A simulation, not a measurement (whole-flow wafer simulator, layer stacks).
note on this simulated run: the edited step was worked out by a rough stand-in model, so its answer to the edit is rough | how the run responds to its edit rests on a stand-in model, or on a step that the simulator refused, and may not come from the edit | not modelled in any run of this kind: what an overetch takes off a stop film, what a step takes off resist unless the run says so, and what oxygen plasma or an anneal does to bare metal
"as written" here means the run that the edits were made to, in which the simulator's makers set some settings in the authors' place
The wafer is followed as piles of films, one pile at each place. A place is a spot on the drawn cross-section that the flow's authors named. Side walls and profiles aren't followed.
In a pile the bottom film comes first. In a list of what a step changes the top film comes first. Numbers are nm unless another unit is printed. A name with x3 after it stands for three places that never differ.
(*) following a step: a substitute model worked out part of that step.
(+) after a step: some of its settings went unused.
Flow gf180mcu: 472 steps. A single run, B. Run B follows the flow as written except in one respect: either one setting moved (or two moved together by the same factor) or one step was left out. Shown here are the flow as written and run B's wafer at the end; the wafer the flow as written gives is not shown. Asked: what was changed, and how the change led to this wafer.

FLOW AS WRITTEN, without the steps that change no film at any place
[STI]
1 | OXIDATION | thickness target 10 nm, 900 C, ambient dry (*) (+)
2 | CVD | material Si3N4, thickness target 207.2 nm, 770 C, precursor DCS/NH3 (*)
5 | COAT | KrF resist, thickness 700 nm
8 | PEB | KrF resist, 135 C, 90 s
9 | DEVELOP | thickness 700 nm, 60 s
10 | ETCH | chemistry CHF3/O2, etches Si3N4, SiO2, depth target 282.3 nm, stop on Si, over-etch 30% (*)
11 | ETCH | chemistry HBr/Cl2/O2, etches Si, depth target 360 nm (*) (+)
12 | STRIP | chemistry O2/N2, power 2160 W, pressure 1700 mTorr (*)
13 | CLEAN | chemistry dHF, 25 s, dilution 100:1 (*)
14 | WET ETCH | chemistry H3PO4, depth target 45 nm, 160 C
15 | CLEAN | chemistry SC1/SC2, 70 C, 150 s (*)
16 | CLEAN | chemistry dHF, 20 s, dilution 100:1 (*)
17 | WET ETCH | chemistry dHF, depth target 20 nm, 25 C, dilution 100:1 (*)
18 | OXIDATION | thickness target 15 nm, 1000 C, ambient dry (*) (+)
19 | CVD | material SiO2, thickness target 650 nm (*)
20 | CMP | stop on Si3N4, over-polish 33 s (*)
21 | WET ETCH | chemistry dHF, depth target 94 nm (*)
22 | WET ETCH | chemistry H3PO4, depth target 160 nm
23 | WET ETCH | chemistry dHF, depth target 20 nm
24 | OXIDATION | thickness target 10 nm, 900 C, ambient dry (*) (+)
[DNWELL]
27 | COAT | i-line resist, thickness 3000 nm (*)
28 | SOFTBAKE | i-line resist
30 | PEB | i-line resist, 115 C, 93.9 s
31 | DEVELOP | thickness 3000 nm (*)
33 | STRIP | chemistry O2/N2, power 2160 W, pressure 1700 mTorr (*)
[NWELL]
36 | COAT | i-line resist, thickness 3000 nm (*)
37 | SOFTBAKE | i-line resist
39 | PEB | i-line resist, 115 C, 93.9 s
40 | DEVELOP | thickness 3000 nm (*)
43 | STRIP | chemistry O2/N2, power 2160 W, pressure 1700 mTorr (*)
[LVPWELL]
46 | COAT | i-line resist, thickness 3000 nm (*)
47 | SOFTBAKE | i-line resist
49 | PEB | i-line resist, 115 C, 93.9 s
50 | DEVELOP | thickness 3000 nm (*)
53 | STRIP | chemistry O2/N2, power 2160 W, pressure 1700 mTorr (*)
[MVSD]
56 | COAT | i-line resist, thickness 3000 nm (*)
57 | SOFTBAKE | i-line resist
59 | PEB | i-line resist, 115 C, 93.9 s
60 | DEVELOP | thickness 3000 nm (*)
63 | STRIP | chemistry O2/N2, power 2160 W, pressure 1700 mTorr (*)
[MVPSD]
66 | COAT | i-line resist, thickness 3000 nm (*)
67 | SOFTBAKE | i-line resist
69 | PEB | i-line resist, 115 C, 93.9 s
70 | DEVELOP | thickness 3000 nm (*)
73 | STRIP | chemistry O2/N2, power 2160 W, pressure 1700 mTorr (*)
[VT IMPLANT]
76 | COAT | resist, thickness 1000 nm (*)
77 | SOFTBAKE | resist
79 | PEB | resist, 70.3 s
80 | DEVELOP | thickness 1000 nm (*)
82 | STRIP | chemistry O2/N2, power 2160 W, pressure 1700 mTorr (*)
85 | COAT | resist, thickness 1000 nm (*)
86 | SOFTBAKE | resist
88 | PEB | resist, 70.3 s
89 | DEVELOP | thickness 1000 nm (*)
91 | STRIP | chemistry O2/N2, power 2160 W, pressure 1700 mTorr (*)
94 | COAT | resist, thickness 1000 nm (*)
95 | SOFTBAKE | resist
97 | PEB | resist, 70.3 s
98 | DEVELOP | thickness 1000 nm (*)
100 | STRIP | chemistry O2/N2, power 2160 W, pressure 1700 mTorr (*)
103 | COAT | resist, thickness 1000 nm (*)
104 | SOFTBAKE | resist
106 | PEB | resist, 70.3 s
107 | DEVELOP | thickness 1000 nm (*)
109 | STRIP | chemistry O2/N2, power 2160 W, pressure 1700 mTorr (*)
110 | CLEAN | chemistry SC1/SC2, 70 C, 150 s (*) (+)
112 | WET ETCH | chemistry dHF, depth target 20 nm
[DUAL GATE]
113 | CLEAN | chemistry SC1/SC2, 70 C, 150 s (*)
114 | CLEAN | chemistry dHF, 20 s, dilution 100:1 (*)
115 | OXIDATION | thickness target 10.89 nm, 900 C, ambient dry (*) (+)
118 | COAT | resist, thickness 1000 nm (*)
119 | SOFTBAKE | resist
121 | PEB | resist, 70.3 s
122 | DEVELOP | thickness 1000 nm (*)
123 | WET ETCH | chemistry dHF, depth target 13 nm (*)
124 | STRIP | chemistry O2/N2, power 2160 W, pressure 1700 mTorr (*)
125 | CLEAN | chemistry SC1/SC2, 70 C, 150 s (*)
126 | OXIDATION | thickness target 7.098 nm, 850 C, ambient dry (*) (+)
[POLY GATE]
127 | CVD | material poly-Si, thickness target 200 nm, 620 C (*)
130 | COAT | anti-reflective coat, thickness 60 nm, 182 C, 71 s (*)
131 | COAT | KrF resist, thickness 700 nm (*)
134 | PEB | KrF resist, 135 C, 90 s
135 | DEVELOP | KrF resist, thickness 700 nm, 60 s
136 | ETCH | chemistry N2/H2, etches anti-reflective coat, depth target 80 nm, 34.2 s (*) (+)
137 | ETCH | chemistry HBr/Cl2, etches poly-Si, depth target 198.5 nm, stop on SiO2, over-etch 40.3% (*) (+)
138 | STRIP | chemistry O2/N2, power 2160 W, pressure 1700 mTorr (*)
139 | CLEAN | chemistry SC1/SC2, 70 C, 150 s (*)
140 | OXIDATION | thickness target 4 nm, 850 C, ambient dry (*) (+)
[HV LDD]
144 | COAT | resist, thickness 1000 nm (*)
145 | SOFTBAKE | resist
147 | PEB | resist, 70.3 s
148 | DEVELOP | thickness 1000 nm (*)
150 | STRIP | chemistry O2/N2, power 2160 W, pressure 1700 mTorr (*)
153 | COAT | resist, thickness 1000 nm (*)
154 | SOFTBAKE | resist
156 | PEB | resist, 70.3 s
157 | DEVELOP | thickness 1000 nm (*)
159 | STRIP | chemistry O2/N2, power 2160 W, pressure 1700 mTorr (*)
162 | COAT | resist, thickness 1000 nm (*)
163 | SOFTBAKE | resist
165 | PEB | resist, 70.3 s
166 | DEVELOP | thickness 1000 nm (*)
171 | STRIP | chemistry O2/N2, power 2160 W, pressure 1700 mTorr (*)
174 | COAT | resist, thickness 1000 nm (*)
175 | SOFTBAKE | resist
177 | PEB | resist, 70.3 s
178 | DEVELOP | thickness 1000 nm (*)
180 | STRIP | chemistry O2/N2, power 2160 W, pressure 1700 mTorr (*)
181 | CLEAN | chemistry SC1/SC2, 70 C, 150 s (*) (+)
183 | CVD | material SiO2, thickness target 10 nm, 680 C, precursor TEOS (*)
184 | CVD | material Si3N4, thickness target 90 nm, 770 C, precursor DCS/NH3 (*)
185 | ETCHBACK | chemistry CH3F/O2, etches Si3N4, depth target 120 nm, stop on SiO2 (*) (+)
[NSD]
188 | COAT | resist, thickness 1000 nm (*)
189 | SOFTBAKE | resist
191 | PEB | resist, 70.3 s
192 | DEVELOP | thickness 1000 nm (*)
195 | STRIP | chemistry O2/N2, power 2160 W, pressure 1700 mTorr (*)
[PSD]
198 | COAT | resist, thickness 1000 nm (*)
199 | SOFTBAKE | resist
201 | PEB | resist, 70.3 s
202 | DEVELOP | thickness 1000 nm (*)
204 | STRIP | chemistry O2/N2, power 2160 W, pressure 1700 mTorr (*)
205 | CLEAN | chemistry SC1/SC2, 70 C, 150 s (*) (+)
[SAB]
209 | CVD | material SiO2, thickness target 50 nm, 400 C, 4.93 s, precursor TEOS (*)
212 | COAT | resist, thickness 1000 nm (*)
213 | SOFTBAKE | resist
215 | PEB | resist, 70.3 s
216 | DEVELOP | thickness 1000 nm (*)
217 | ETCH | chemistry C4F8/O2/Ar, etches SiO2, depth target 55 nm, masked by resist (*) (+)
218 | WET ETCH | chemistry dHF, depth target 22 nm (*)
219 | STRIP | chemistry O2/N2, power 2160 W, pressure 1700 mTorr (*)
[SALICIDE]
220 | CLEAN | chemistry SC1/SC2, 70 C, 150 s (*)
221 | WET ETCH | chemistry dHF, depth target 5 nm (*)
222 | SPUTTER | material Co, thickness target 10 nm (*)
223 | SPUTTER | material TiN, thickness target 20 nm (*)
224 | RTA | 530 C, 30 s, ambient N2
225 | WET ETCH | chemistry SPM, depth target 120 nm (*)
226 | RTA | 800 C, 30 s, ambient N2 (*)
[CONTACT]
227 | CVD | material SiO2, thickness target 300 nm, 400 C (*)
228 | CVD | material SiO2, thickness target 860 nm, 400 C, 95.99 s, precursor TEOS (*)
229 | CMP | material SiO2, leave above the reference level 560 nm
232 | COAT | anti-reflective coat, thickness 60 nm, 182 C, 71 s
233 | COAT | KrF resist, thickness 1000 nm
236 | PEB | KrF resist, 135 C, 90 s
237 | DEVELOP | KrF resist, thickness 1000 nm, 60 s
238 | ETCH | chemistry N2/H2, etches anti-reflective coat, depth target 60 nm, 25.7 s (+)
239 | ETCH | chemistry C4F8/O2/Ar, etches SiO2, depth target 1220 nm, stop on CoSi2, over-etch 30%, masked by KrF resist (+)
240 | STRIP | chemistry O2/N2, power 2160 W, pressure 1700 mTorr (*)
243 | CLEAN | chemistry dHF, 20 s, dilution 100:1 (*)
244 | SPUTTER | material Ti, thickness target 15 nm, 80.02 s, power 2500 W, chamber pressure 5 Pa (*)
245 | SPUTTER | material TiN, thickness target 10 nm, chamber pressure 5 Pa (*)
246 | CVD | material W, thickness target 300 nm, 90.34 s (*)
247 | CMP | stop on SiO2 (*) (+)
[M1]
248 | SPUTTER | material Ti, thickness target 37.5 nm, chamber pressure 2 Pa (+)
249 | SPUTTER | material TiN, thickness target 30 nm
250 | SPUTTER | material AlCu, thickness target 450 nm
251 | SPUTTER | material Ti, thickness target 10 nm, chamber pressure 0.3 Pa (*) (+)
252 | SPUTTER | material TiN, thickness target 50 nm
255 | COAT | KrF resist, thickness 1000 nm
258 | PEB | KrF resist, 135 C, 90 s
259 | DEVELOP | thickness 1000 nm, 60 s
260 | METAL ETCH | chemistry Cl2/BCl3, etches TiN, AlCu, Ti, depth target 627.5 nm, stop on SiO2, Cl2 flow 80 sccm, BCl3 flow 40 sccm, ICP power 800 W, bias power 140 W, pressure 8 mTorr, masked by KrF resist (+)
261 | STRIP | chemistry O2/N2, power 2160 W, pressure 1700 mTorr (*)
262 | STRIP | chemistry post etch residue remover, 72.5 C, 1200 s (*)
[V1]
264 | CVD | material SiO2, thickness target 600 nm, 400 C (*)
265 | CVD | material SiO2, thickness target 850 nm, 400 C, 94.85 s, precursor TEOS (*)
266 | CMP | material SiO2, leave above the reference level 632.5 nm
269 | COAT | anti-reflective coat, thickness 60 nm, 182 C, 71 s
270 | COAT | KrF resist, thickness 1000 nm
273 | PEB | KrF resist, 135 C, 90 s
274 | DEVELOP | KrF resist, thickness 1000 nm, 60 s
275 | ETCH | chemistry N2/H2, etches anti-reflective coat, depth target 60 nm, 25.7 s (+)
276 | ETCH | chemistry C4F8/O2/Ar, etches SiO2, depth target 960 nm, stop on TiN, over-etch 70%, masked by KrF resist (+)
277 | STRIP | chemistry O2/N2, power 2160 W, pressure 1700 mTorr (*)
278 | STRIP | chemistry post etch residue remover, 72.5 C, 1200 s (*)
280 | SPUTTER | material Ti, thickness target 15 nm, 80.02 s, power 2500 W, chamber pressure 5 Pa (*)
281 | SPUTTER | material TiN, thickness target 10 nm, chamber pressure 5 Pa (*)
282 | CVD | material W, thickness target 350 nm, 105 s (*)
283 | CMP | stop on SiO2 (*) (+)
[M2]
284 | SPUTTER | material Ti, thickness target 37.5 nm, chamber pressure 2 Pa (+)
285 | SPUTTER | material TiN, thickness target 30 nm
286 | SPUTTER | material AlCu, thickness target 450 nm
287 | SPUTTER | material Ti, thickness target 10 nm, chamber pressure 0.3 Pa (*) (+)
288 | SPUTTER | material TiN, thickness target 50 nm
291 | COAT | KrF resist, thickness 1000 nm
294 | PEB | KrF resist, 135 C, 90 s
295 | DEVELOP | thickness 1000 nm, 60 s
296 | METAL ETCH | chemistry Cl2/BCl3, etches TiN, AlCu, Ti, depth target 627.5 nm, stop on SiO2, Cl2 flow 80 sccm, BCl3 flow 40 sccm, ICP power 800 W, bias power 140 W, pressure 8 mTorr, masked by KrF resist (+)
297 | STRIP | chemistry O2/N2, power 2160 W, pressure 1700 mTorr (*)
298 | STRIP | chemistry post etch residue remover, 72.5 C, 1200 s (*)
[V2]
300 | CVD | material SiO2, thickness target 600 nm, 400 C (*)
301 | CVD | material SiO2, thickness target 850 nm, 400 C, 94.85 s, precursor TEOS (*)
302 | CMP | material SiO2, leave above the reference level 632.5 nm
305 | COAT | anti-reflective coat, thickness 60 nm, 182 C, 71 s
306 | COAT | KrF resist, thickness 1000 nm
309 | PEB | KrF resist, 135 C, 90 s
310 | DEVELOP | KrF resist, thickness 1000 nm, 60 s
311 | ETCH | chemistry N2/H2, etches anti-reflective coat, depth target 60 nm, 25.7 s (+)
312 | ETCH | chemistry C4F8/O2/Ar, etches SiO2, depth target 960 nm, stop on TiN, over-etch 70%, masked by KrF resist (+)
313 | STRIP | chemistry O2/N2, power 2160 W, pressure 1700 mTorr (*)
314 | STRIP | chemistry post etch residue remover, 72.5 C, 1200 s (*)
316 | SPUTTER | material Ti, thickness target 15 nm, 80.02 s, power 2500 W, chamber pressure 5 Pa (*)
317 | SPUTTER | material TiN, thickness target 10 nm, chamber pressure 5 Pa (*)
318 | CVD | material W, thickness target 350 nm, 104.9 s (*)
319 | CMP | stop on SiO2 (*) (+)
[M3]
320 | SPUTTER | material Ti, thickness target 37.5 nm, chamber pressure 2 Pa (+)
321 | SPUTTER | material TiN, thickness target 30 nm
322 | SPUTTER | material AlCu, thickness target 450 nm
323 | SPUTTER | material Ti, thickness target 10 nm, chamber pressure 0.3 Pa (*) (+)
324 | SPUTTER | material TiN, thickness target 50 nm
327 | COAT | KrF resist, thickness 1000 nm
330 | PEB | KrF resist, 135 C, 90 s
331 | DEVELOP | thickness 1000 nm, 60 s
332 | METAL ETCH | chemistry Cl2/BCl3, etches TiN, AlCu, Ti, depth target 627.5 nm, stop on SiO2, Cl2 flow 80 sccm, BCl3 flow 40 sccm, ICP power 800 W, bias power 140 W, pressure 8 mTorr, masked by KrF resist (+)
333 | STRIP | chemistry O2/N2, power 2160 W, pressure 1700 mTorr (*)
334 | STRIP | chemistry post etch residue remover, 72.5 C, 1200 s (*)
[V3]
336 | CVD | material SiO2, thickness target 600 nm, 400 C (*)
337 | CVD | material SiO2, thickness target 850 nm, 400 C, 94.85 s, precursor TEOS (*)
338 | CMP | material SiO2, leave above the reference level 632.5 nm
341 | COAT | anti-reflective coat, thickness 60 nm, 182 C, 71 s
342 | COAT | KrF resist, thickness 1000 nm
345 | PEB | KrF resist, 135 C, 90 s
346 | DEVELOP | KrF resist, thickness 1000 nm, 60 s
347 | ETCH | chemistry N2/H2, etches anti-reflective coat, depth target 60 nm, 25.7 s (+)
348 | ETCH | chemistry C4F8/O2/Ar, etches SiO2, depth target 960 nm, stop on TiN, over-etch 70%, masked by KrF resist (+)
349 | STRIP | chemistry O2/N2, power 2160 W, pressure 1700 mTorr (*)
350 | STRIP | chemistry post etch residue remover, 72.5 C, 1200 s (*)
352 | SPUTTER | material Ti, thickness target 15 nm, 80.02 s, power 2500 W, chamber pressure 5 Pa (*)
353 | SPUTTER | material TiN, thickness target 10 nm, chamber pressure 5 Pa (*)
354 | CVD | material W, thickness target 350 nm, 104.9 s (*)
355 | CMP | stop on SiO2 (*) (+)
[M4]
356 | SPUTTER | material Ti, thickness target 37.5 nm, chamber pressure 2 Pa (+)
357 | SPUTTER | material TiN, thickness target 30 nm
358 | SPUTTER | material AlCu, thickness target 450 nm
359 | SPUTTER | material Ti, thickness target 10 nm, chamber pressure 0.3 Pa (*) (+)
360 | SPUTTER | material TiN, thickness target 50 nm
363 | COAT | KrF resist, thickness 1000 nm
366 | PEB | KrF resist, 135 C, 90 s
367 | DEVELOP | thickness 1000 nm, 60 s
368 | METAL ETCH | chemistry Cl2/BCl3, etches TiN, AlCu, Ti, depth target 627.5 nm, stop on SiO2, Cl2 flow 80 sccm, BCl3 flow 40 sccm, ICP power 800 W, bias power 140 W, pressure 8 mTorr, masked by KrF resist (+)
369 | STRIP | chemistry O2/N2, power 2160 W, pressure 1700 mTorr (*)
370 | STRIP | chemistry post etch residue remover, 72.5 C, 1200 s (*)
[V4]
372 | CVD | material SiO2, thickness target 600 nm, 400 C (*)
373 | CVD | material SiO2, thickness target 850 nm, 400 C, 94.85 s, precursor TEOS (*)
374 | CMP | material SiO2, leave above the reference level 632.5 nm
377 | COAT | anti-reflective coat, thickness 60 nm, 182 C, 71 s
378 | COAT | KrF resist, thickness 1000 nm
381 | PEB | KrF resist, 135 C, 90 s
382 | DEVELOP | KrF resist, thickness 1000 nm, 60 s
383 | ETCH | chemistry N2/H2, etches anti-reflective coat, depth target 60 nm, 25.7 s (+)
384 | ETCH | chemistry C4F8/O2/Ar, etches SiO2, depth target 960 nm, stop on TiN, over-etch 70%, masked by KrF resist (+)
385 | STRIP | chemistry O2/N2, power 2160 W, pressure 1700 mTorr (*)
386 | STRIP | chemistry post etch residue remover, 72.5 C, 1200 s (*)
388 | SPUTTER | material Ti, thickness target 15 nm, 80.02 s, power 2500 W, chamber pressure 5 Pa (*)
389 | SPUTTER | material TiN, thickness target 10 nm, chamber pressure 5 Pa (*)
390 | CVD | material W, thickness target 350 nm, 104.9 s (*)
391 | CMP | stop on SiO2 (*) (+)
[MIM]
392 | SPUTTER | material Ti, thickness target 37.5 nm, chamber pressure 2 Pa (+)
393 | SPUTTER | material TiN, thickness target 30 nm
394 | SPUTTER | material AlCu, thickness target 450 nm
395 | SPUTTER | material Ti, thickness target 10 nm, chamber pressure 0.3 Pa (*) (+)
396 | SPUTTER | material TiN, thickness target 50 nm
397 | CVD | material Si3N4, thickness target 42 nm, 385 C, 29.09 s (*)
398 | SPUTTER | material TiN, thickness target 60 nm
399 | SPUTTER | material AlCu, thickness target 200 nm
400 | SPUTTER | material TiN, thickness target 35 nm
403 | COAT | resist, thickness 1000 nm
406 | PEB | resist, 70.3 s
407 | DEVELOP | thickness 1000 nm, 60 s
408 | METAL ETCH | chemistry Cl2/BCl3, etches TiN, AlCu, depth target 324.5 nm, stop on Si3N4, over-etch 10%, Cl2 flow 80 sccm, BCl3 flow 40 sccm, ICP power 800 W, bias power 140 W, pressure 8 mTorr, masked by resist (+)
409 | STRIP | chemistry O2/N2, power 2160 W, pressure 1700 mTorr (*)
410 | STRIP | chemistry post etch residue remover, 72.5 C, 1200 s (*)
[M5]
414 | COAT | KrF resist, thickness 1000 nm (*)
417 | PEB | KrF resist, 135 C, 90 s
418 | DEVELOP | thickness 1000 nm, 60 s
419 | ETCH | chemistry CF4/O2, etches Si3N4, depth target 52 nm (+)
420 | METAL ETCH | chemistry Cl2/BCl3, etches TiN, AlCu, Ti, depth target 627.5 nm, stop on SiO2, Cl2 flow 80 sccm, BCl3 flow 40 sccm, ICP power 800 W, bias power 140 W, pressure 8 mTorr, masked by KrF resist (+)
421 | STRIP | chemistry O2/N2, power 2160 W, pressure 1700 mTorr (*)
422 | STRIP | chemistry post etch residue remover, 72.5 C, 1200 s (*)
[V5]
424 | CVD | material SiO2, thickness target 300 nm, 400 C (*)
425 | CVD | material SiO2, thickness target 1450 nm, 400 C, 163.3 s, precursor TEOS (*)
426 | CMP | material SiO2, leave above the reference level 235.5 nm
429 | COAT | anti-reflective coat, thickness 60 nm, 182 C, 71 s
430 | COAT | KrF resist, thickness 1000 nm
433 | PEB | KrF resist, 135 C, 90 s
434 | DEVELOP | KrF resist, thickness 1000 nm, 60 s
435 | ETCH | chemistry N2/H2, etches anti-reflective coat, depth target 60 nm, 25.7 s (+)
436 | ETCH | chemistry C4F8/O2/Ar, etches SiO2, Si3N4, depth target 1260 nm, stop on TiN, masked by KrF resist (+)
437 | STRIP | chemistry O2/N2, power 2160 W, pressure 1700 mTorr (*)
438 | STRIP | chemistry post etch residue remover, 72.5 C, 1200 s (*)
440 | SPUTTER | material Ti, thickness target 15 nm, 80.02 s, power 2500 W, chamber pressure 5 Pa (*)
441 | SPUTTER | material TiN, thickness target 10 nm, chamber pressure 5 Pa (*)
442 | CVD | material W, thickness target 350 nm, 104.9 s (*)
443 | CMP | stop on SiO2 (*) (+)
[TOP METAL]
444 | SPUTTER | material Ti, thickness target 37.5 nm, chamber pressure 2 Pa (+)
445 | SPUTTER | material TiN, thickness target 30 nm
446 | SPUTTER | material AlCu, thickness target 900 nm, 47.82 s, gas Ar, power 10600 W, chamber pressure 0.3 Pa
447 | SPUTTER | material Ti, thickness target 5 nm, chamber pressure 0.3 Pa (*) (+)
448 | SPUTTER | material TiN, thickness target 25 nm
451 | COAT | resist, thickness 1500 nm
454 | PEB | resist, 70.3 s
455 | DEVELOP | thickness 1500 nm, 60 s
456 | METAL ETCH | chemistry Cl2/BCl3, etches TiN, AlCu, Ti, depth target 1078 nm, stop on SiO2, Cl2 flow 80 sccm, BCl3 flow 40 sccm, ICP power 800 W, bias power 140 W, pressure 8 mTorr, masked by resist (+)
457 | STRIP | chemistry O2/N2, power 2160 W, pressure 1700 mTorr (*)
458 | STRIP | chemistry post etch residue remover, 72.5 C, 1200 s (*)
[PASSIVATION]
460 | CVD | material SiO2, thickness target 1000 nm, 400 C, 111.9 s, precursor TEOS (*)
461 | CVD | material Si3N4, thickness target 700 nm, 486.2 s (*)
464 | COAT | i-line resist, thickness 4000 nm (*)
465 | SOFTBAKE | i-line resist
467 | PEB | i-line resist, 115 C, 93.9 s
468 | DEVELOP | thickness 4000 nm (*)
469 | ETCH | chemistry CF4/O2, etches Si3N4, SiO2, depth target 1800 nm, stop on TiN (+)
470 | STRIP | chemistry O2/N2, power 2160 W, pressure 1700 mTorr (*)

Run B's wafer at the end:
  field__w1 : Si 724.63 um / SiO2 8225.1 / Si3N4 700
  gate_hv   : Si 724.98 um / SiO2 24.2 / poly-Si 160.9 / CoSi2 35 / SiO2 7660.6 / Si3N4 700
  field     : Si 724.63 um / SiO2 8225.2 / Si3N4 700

The reason: step 115, OXIDATION: 968 C was run, though the flow has 900 C.

The path from the change to this, step by step:
  115 | OXIDATION | thickness target 10.89 nm, 900 C, ambient dry (*) (+)
      active, n_well, p_well and 40 more: +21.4 SiO2 (new film), -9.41 Si (it would be, as written: +10.9 SiO2 (new film), -4.79 Si)
      sti, mim_1p0, pad and 19 more: +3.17 SiO2, -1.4 Si (it would be, as written: +1.22 SiO2, -0.54 Si)
      (also at 27 further places)
  123 | WET ETCH | chemistry dHF, depth target 13 nm (*)
      active, n_well, p_well and 12 more: -13 SiO2 (it would be, as written: -10.9 SiO2 (all of it))
  124 | STRIP | chemistry O2/N2, power 2160 W, pressure 1700 mTorr (*)
      active, n_well, p_well and 12 more: nothing (it would be, as written: +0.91 chemical SiO2 (new film), -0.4 Si)
  126 | OXIDATION | thickness target 7.098 nm, 850 C, ambient dry (*) (+)
      active, n_well, p_well and 12 more: +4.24 SiO2, -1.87 Si (it would be, as written: +7.1 SiO2 (new film), -0.76 chemical SiO2 (all of it), -2.79 Si)
      gate_hv, active_hv, active_nat and 25 more: +3.11 SiO2, -1.37 Si (it would be, as written: +3.72 SiO2, -1.64 Si)
  130 | COAT | anti-reflective coat, thickness 60 nm, 182 C, 71 s (*)
      ldn_src, ldp_drn: +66 anti-reflective coat (new film) (it would be, as written: +67.8 anti-reflective coat (new film))
      ldn_acc, ldp_acc: +65.3 anti-reflective coat (new film) (it would be, as written: +66.9 anti-reflective coat (new film))
      (also at 39 further places)
  136 | ETCH | chemistry N2/H2, etches anti-reflective coat, depth target 80 nm, 34.2 s (*) (+)
      ldn_src, ldp_drn: -66 anti-reflective coat (all of it), -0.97 poly-Si (it would be, as written: -67.8 anti-reflective coat (all of it), -0.93 poly-Si)
      ldn_drn, ldp_src: -66 anti-reflective coat (all of it), -0.97 poly-Si (it would be, as written: -67.9 anti-reflective coat (all of it), -0.93 poly-Si)
      (also at 25 further places)
  138 | STRIP | chemistry O2/N2, power 2160 W, pressure 1700 mTorr (*)
      ld_acc_n: +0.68 chemical SiO2 (new film), -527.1 KrF resist (all of it), -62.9 anti-reflective coat (all of it), -0.3 poly-Si (it would be, as written: +0.68 chemical SiO2 (new film), -527.5 KrF resist (all of it), -64.6 anti-reflective coat (all of it), -0.3 poly-Si)
      ld_fp_n: +0.68 chemical SiO2 (new film), -525.8 KrF resist (all of it), -50 anti-reflective coat (all of it), -0.3 poly-Si (it would be, as written: +0.68 chemical SiO2 (new film), -525.6 KrF resist (all of it), -48.1 anti-reflective coat (all of it), -0.3 poly-Si)
      (also at 12 further places)
  189 | SOFTBAKE | resist
      nw_enc_fld_lv__w3: -1.49 resist (it would be, as written: +2.11 resist)
  199 | SOFTBAKE | resist
      nw_enc_fld_lv__w3: -1.49 resist (it would be, as written: +2.11 resist)
  218 | WET ETCH | chemistry dHF, depth target 22 nm (*)
      ldn_tap, ldn_src, ldn_drn, ldp_tap, ldp_src, ldp_drn, ldp_gr: -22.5 SiO2 (it would be, as written: -16 SiO2 (all of it))
      ld_drn_n, ld_sd_p: -22.3 SiO2 (it would be, as written: -14.8 SiO2 (all of it))
      (also at 14 further places)
  219 | STRIP | chemistry O2/N2, power 2160 W, pressure 1700 mTorr (*)
      active_hv, active_nat, ld_sd_n and 10 more: nothing (it would be, as written: +0.91 chemical SiO2 (new film), -0.4 Si)
  221 | WET ETCH | chemistry dHF, depth target 5 nm (*)
      ldn_tap, ldn_src, ldn_drn, ldp_tap, ldp_src, ldp_drn, ldp_gr: -2.51 SiO2 (it would be, as written: -0.76 chemical SiO2 (all of it))
      active_hv: -2.19 SiO2 (all of it) (it would be, as written: -0.76 chemical SiO2 (all of it))
      (also at 5 further places)
